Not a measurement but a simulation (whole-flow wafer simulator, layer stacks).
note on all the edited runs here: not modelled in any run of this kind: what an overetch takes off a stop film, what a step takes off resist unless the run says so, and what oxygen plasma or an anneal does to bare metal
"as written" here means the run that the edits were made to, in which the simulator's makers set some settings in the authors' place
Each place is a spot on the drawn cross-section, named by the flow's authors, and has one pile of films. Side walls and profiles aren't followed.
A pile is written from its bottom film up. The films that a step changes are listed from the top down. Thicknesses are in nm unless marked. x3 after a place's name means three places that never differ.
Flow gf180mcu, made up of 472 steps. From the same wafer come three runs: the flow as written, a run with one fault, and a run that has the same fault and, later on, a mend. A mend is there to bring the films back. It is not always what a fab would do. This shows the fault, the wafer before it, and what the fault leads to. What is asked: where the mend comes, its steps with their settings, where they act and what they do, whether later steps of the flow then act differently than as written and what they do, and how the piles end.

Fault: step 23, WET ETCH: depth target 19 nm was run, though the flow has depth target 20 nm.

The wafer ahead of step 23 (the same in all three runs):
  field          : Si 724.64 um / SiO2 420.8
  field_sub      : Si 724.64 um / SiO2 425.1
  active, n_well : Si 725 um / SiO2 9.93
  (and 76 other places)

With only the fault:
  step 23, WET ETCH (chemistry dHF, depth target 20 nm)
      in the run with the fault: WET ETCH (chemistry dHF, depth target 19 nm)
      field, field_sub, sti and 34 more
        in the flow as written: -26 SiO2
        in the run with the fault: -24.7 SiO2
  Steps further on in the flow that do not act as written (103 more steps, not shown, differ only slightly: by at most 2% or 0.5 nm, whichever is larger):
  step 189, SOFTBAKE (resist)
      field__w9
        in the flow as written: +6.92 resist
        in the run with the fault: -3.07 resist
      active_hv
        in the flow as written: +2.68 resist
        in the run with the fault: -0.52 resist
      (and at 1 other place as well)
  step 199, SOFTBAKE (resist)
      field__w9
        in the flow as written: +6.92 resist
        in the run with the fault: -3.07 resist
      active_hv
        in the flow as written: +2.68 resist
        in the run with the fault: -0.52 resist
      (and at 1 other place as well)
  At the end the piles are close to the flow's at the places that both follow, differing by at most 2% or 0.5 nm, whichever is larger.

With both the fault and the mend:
  After step 23 comes the mend.
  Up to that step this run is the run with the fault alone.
  step 23a, WET ETCH (chemistry dHF, depth target 1 nm) (the flow's step 23 again, with other settings)
      field, field_sub, sti and 34 more
        -1 SiO2
  None of the later steps of the flow differs from how it acts as written, at any place that is followed, by more than 2% or 0.5 nm, whichever is larger.
  At the end the piles are close to the flow's at the places that both follow, differing by at most 2% or 0.5 nm, whichever is larger.
